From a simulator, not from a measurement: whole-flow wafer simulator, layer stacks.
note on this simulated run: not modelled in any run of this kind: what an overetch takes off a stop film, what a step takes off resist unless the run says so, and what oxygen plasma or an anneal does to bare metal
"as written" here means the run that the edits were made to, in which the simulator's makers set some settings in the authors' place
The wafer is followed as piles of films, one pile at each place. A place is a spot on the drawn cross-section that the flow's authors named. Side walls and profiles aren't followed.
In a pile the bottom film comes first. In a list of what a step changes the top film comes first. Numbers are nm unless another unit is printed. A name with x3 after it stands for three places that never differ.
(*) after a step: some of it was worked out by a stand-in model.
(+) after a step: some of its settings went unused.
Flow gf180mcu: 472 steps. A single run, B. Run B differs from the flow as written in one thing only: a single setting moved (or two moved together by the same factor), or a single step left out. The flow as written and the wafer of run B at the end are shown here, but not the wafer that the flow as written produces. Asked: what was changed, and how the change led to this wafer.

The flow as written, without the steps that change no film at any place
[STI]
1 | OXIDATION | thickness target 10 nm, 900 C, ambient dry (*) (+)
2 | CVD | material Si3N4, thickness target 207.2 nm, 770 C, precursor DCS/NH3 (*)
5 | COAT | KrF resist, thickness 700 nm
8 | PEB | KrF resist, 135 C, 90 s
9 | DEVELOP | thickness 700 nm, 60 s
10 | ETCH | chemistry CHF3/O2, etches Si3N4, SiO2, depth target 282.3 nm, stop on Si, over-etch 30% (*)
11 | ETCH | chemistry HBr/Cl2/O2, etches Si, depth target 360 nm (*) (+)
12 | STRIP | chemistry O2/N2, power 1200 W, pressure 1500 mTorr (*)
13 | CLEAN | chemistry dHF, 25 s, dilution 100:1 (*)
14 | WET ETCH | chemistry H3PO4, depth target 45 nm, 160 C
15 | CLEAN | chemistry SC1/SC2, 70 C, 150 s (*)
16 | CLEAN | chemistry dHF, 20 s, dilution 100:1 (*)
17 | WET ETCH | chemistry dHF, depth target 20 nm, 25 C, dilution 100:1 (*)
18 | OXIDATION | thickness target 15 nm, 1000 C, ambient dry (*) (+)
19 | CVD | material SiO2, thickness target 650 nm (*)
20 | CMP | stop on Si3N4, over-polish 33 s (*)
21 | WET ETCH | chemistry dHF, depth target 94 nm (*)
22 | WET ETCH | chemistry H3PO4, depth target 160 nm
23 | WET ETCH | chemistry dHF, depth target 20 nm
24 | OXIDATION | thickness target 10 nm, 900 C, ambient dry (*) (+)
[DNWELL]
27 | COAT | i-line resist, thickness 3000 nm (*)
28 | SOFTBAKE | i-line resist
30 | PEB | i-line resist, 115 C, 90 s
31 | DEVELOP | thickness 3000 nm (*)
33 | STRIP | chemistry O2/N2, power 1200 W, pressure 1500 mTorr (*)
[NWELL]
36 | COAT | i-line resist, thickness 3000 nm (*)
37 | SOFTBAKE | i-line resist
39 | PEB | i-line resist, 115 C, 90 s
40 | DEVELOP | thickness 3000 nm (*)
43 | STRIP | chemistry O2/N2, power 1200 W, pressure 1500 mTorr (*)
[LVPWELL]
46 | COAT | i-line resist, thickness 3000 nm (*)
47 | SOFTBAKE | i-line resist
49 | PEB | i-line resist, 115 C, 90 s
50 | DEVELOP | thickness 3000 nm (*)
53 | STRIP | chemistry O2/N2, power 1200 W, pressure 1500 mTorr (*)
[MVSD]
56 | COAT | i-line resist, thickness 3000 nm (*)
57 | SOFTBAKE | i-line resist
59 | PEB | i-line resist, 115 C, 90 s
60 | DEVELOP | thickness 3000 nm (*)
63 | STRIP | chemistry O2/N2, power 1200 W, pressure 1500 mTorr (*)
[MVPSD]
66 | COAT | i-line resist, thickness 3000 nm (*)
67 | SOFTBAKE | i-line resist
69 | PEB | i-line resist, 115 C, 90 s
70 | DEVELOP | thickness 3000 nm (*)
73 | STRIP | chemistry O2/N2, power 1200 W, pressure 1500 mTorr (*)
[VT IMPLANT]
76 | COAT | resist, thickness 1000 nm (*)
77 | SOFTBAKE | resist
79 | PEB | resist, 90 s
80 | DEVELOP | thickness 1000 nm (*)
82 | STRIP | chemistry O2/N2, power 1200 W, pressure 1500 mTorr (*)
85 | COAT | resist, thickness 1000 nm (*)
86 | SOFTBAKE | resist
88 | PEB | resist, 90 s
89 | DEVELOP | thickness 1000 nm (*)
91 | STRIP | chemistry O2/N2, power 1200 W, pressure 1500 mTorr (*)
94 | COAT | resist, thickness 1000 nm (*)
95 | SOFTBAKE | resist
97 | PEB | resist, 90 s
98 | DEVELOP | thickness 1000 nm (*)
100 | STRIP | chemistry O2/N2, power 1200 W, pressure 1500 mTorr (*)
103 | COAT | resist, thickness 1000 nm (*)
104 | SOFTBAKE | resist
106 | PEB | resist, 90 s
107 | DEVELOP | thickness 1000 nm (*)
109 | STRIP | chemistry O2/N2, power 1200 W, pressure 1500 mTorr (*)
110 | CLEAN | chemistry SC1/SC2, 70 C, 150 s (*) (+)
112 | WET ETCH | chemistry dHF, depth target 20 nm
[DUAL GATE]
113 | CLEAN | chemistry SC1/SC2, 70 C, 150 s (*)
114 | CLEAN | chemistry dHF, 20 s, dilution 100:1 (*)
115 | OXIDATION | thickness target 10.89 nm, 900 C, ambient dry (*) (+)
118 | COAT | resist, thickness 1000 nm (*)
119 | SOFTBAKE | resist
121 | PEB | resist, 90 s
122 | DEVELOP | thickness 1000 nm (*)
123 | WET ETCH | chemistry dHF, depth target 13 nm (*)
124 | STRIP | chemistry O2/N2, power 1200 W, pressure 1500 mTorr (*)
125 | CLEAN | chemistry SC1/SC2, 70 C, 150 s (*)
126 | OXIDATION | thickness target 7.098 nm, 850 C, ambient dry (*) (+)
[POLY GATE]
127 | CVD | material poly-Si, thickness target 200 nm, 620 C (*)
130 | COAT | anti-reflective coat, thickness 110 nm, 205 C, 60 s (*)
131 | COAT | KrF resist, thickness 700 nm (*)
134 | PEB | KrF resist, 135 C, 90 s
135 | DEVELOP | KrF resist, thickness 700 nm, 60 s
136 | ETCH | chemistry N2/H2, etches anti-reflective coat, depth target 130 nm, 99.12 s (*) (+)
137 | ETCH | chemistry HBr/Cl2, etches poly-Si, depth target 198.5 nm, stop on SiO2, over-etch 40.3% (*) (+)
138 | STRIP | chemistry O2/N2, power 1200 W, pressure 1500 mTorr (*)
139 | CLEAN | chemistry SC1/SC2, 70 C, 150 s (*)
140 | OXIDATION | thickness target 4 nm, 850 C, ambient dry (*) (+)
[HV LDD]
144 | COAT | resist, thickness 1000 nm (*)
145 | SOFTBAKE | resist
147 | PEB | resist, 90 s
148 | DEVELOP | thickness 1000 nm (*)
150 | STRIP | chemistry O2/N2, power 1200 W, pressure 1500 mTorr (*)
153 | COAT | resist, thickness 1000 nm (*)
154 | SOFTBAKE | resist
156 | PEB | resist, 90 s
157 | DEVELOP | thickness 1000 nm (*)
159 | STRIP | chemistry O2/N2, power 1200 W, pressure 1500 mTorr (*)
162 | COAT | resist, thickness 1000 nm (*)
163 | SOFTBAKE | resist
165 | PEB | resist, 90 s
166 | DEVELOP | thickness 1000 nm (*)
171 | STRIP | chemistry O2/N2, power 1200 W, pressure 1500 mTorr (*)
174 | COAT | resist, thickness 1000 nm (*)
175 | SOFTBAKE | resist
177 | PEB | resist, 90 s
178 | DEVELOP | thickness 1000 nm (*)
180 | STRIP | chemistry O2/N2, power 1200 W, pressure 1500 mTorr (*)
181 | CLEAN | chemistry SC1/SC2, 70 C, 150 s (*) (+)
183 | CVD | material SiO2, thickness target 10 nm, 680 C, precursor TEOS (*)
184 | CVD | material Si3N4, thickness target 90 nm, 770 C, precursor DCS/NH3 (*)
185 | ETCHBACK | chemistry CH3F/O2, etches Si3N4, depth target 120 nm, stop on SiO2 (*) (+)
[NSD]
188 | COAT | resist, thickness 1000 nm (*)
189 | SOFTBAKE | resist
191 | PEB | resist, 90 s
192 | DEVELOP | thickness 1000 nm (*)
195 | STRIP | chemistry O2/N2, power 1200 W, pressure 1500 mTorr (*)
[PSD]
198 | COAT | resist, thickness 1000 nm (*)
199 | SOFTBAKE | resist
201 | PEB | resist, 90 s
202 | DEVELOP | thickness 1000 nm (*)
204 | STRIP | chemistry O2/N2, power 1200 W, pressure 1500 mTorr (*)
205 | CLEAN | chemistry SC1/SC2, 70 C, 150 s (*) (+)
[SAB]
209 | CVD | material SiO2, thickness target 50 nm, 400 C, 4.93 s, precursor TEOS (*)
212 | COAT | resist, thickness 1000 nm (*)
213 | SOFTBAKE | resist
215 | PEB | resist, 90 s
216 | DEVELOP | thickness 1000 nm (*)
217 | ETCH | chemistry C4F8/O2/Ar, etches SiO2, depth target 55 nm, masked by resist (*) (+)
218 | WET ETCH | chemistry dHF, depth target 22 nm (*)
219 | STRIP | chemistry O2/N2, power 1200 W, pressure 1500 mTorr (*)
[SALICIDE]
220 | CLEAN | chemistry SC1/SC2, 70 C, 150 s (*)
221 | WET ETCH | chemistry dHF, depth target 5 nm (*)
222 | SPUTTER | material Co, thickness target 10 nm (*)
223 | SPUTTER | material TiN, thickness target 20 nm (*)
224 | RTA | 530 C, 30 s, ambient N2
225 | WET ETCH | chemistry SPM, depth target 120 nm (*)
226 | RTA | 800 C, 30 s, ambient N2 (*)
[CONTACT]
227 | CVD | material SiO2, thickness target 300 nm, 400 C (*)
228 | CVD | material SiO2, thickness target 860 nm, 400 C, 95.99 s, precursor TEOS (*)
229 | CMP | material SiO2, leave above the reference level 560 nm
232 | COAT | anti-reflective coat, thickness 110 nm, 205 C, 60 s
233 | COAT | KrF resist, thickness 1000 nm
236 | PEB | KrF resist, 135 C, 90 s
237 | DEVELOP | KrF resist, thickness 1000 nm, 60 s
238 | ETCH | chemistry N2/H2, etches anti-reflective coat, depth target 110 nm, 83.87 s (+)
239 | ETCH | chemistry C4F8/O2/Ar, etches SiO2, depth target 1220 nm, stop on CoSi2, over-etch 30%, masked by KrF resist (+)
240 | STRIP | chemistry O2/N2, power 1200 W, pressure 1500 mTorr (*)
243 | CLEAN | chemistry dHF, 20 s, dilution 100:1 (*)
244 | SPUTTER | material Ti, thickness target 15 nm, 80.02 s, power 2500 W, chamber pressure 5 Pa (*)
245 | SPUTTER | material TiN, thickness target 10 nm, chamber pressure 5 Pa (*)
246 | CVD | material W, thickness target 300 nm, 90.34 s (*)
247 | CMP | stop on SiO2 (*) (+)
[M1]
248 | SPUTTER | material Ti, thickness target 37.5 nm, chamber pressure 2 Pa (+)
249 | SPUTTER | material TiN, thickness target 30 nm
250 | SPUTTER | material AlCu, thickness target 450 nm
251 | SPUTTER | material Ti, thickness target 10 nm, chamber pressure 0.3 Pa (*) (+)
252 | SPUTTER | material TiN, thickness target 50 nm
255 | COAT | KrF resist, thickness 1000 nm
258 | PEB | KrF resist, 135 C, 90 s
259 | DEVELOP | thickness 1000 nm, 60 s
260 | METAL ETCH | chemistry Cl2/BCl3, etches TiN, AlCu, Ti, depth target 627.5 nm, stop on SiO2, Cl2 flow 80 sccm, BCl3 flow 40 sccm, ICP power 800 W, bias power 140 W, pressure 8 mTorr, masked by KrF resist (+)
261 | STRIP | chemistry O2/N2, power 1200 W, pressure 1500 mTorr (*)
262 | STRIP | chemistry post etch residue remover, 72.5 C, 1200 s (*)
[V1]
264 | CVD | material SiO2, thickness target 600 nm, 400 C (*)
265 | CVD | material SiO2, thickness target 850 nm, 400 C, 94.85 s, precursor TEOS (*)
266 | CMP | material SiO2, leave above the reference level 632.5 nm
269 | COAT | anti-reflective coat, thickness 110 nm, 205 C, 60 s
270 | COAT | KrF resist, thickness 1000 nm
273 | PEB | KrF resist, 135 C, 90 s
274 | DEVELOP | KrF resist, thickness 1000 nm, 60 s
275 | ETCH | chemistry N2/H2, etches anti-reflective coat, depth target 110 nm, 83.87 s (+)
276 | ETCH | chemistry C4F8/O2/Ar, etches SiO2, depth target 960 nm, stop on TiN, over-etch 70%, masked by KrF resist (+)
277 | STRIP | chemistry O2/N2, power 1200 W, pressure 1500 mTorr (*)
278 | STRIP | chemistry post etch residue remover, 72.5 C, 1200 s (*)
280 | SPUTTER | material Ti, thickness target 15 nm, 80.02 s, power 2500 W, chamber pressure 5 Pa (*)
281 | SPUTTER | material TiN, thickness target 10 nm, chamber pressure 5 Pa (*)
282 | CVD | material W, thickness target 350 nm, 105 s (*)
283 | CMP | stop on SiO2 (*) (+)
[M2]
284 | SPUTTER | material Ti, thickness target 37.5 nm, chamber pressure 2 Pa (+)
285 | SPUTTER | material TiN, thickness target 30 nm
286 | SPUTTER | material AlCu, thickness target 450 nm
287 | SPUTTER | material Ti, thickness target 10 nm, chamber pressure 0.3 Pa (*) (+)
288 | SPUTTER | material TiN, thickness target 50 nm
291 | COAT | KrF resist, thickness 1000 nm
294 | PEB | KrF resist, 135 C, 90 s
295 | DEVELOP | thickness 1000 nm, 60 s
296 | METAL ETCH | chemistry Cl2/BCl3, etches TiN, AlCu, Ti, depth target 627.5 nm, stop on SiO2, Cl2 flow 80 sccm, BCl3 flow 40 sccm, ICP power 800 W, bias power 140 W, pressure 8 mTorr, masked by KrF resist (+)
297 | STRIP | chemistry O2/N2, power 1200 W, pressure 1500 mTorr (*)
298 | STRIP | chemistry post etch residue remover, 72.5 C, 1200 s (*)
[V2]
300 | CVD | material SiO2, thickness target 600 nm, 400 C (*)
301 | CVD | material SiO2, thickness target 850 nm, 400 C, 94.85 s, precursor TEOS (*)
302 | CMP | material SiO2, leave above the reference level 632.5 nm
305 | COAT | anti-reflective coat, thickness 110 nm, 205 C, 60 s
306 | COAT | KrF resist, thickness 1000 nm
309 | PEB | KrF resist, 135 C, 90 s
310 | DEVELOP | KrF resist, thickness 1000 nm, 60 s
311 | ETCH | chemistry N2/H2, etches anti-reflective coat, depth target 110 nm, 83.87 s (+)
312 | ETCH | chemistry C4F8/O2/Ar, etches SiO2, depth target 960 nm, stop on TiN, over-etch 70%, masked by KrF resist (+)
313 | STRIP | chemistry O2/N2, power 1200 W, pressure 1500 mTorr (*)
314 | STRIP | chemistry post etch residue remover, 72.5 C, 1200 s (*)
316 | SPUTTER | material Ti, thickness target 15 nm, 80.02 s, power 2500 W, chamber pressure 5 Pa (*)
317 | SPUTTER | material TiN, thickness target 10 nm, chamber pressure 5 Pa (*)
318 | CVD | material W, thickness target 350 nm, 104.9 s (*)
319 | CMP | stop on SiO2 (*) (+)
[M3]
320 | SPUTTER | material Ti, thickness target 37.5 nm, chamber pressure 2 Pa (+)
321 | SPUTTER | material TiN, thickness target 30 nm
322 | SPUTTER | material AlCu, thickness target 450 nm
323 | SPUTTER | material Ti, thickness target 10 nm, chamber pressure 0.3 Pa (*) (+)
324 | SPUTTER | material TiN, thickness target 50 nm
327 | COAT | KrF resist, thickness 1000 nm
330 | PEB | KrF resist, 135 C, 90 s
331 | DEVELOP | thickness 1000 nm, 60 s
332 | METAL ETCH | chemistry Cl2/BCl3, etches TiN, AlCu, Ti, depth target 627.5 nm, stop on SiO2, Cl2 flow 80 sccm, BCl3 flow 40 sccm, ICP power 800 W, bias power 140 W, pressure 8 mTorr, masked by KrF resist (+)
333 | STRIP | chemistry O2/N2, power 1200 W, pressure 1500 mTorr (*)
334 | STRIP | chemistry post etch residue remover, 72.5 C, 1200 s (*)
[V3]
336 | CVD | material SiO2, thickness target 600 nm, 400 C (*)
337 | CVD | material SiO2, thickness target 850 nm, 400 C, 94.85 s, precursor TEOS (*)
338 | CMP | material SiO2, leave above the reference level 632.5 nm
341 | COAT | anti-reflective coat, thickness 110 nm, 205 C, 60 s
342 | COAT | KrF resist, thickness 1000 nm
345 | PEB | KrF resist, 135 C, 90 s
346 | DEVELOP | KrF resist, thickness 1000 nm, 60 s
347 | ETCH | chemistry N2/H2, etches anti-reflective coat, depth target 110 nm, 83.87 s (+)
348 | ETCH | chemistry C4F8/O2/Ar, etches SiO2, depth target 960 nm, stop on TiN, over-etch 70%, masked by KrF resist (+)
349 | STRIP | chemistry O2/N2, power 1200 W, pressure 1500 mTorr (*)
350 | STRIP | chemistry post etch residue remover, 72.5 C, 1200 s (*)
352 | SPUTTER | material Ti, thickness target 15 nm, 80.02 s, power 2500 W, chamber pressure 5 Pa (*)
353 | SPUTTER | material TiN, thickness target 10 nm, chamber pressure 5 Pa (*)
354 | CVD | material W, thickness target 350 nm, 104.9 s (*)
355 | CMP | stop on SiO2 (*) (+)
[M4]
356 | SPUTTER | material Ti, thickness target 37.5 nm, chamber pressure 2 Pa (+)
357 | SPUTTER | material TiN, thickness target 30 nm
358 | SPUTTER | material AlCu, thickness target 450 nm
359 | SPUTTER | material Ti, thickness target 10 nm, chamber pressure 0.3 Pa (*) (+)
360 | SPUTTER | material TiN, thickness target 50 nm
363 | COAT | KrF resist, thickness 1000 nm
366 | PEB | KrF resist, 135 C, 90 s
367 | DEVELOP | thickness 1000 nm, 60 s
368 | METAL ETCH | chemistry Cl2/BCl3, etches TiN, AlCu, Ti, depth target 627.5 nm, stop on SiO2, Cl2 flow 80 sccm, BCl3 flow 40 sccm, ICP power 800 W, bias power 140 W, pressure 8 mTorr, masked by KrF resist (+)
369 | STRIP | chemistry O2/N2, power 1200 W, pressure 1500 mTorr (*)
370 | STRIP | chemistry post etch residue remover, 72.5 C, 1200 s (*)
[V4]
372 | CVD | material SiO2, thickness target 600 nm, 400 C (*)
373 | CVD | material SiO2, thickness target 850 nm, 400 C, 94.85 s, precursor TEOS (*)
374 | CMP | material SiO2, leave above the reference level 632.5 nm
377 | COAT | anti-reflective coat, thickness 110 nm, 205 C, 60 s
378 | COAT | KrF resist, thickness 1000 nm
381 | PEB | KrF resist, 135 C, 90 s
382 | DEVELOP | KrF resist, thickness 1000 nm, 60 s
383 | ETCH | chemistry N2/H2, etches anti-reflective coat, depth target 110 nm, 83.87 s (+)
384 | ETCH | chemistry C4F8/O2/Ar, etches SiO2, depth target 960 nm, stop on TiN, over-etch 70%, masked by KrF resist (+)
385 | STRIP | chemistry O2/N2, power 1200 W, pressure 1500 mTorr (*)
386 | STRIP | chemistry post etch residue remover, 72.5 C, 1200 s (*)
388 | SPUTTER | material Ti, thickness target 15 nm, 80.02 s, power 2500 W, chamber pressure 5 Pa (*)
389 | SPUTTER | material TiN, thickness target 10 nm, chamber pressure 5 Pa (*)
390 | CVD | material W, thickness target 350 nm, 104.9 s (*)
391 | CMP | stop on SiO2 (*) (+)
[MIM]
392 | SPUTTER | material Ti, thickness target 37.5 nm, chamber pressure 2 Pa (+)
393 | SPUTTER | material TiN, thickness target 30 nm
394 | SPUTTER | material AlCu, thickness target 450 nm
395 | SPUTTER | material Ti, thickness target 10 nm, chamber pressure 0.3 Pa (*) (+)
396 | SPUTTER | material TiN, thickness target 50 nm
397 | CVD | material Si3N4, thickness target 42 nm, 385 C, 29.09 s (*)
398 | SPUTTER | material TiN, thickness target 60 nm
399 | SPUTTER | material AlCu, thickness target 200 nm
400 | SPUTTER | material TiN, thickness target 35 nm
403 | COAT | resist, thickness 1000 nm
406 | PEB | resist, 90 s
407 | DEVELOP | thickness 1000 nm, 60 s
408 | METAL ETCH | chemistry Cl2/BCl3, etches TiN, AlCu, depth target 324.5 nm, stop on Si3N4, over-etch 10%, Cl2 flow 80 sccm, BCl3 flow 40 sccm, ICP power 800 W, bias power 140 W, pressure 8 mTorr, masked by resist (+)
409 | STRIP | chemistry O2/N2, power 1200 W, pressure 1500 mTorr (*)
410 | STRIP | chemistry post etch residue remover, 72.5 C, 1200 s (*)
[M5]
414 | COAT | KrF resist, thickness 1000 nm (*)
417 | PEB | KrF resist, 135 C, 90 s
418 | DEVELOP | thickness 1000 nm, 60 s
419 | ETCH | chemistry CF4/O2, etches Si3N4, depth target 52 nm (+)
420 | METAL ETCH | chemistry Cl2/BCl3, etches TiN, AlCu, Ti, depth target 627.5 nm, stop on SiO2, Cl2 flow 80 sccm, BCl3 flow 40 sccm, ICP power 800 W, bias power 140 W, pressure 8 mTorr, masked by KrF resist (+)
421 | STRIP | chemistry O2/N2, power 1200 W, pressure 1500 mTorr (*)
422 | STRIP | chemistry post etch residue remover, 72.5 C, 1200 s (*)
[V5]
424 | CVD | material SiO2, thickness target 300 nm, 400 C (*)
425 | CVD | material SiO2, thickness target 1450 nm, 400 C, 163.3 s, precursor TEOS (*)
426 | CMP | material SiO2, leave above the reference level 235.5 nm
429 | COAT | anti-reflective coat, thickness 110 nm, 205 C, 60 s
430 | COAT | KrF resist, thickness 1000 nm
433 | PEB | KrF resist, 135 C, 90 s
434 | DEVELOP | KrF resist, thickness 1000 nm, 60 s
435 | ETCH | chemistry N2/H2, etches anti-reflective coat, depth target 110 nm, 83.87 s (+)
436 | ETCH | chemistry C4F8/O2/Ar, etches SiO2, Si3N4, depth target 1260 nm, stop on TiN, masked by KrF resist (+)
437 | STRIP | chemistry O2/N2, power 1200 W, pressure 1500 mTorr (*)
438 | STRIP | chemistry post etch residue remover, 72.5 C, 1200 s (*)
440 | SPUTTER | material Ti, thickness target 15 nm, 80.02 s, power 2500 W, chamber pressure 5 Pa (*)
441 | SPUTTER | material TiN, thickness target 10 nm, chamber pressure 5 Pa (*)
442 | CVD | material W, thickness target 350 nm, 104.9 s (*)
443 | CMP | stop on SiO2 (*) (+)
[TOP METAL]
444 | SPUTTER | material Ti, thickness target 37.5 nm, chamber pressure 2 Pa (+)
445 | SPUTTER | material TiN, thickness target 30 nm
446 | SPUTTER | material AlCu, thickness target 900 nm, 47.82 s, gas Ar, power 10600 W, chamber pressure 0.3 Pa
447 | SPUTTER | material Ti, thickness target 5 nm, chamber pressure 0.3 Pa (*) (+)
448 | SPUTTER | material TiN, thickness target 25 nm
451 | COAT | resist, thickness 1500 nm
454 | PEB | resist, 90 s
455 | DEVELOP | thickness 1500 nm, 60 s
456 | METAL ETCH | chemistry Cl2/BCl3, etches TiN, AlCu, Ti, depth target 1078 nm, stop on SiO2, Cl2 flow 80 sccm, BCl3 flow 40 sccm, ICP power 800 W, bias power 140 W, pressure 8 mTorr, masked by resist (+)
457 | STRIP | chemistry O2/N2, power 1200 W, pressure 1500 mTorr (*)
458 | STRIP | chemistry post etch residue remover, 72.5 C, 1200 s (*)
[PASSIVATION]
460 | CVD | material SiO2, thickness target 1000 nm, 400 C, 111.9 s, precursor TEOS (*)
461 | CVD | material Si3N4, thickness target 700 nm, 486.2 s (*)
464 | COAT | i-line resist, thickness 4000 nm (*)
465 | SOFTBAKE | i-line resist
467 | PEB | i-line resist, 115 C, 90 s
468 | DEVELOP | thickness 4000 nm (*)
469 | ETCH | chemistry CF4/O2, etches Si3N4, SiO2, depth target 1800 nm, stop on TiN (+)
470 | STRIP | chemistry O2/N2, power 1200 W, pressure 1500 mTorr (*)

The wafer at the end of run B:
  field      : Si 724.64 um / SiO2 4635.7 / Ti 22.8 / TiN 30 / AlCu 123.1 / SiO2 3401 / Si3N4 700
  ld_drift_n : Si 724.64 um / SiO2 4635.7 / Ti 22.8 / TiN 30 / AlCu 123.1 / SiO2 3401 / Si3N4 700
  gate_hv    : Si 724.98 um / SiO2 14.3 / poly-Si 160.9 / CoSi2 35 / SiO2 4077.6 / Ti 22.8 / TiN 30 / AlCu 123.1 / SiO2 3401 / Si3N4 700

What caused this: step 356, SPUTTER: thickness target 22.8 nm was run, while the flow as written has thickness target 37.5 nm; step 368, METAL ETCH: depth target 381.2 nm was run, where the flow has depth target 627.5 nm.

The path from the change to this, step by step:
  356 | SPUTTER | material Ti, thickness target 37.5 nm, chamber pressure 2 Pa (+)
      field, field__w1, field__w2 and 108 more: +22.8 Ti (new film) (in the flow as written it would be: +37.5 Ti (new film))
  368 | METAL ETCH | chemistry Cl2/BCl3, etches TiN, AlCu, Ti, depth target 627.5 nm, stop on SiO2, Cl2 flow 80 sccm, BCl3 flow 40 sccm, ICP power 800 W, bias power 140 W, pressure 8 mTorr, masked by KrF resist (+)
      field, field__w1, field__w2 and 103 more: -50 TiN (all of it), -10 Ti (all of it), -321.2 AlCu (in the flow as written it would be: -50 TiN (all of it), -10 Ti (all of it), -450 AlCu (all of it), -30 TiN (all of it), -37.5 Ti (all of it))
      field__w8, contact, m1, m1__w1, m1_nw: -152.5 KrF resist (in the flow as written it would be: -251 KrF resist)
  369 | STRIP | chemistry O2/N2, power 1200 W, pressure 1500 mTorr (*)
      field__w8, contact, m1, m1__w1, m1_nw: -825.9 KrF resist (all of it) (in the flow as written it would be: -727.4 KrF resist (all of it))
  370 | STRIP | chemistry post etch residue remover, 72.5 C, 1200 s (*)
      field, field__w1, field__w2 and 103 more: -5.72 AlCu (in the flow as written it would be: nothing)
  372 | CVD | material SiO2, thickness target 600 nm, 400 C (*)
      field, field__w1, field__w2 and 103 more: +600 SiO2 (new film) (in the flow as written it would be: +600 SiO2)
  374 | CMP | material SiO2, leave above the reference level 632.5 nm
      field, field__w1, field__w2 and 103 more: -490.6 SiO2 (in the flow as written it would be: -300 SiO2)
Taking metal films that touch as one body, field has 1 body; the flow as written gives 0 bodies.
Taking metal films that touch as one body, ld_drift_n has 1 body; the flow as written gives 0 bodies.
Taking metal films that touch as one body, gate_hv has 2 bodies (between them, from the top down: SiO2 4077.6); the flow as written gives 1 body.
